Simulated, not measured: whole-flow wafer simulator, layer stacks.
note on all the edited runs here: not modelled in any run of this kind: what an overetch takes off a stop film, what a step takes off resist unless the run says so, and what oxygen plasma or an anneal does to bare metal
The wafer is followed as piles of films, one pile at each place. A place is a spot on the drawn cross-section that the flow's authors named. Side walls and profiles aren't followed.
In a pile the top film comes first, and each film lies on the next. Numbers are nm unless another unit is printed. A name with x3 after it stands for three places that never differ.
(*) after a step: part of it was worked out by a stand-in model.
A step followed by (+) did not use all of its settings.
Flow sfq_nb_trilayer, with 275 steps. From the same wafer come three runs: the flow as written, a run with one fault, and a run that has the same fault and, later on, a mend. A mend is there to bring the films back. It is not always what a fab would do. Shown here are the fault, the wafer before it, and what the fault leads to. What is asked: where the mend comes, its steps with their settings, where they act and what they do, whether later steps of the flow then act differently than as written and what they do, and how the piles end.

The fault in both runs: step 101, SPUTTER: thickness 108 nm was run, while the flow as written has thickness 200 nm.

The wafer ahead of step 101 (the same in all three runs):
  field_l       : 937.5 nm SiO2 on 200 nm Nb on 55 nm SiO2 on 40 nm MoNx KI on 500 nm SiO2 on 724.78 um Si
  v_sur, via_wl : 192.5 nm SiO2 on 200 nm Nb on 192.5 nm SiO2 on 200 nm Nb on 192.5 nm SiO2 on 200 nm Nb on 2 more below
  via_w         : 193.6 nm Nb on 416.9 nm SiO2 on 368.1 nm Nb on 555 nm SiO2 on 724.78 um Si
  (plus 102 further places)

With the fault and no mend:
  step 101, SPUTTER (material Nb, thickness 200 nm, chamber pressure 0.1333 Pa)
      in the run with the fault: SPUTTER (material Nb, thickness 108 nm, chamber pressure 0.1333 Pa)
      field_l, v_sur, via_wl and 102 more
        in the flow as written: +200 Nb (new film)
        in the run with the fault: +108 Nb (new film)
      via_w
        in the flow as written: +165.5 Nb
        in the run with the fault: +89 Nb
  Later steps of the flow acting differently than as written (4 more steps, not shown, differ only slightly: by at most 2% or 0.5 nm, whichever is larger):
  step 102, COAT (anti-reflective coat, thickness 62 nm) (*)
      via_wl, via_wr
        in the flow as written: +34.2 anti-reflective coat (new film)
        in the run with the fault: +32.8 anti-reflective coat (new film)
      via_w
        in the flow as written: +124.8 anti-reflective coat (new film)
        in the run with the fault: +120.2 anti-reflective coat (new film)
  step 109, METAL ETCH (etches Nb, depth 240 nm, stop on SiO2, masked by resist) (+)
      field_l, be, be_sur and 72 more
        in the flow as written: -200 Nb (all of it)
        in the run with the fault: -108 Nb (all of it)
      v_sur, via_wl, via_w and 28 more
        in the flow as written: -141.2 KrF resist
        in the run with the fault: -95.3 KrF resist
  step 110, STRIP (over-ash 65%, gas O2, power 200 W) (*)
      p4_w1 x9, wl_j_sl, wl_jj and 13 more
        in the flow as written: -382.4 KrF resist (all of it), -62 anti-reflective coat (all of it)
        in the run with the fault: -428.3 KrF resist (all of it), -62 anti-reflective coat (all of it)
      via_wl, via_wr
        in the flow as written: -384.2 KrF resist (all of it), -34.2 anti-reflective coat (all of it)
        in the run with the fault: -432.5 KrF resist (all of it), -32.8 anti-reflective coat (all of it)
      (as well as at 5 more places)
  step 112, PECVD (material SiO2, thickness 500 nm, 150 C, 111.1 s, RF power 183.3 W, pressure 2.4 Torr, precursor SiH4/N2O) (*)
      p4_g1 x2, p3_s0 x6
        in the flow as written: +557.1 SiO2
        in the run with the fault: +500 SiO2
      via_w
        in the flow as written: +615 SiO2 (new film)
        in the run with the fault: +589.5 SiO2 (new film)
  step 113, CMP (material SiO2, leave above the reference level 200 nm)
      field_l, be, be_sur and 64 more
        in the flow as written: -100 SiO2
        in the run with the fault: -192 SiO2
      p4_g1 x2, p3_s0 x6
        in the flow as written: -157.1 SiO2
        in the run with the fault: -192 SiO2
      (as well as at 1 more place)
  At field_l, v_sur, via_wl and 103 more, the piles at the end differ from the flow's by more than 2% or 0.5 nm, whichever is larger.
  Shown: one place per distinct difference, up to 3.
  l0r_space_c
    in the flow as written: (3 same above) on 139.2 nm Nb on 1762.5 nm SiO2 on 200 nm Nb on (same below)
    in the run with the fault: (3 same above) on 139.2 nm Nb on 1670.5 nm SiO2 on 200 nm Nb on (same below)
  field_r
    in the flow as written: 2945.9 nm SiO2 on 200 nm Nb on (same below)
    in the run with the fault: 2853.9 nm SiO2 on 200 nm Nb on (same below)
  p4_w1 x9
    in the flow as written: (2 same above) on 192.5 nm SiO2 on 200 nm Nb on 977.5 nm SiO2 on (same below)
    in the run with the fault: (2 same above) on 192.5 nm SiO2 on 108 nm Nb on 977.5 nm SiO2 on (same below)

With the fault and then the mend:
  The mend stands after step 107.
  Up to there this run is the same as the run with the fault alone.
  step 107a, STRIP (over-ash 65%, gas O2, power 200 W) (*)
      p4_fl x3, p4_g1 x2, p3_s0 x6 and 42 more
        -62 anti-reflective coat (all of it)
      p4_w1 x9, wl_j_sl, wl_jj and 13 more
        -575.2 KrF resist (all of it), -62 anti-reflective coat (all of it)
      r_sur, res, r_end and 9 more
        -61.8 anti-reflective coat (all of it)
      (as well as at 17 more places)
  step 107b, SPUTTER (material Nb, thickness 92 nm, chamber pressure 0.1333 Pa) (the flow's step 101, run once more with other settings)
      field_l, v_sur, via_wl and 102 more
        +92 Nb
      via_w
        +74.7 Nb
  step 107c, COAT (anti-reflective coat, thickness 62 nm) (*) (the flow's step 102, run once more)
      p4_fl x3, p4_w1 x9, p4_g1 x2 and 63 more
        +62 anti-reflective coat (new film)
      r_sur, res, r_end and 9 more
        +61.8 anti-reflective coat (new film)
      jj_sur, ce_l, c5j, ce_r, sp_r, be_r
        +61.7 anti-reflective coat (new film)
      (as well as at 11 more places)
  step 107d, COAT (KrF resist, thickness 600 nm) (*) (the flow's step 103, run once more)
      p4_fl x3, p4_w1 x9, p4_g1 x2 and 63 more
        +600 KrF resist (new film)
      r_end, moat, field_r, lsp_l, l0_sur
        +599.4 KrF resist (new film)
      be_r, r_sur, res, l0v
        +599.3 KrF resist (new film)
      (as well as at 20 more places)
  step 107e, SOFTBAKE (KrF resist) (the flow's step 104, run once more)
      leaves every film unchanged at each place that is followed
  step 107f, EXPOSE (photomask M3, dose 12.11 mJ/cm2, NA 0.6, wavelength 248 nm) (*) (the flow's step 105, run once more)
      leaves every film unchanged at each place that is followed
  step 107g, PEB (KrF resist, 90 s) (the flow's step 106, run once more)
      wire, be, be_sur and 96 more
        -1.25 KrF resist
      field_l, via_v
        -1.24 KrF resist
      via_wl, via_wr
        -1.26 KrF resist
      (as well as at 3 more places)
  step 107h, DEVELOP (KrF resist, thickness 600 nm, 60 s) (the flow's step 107, run once more)
      p4_fl x3, p4_g1 x2, p3_s0 x6 and 42 more
        -598.7 KrF resist (all of it)
      v_sur, via_wl, via_w and 28 more
        -23.5 KrF resist
      moat, field_r, lsp_l, ln_m5, lsp_m, ln_m6, lsp_r, l0_sur
        -598.2 KrF resist (all of it)
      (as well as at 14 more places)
  Every later step of the flow that is run acts as written, at every place that is followed, to within 2% or 0.5 nm, whichever is larger.
  The piles end only slightly different from the flow's at the places that both follow, by no more than 2% or 0.5 nm, whichever is larger.
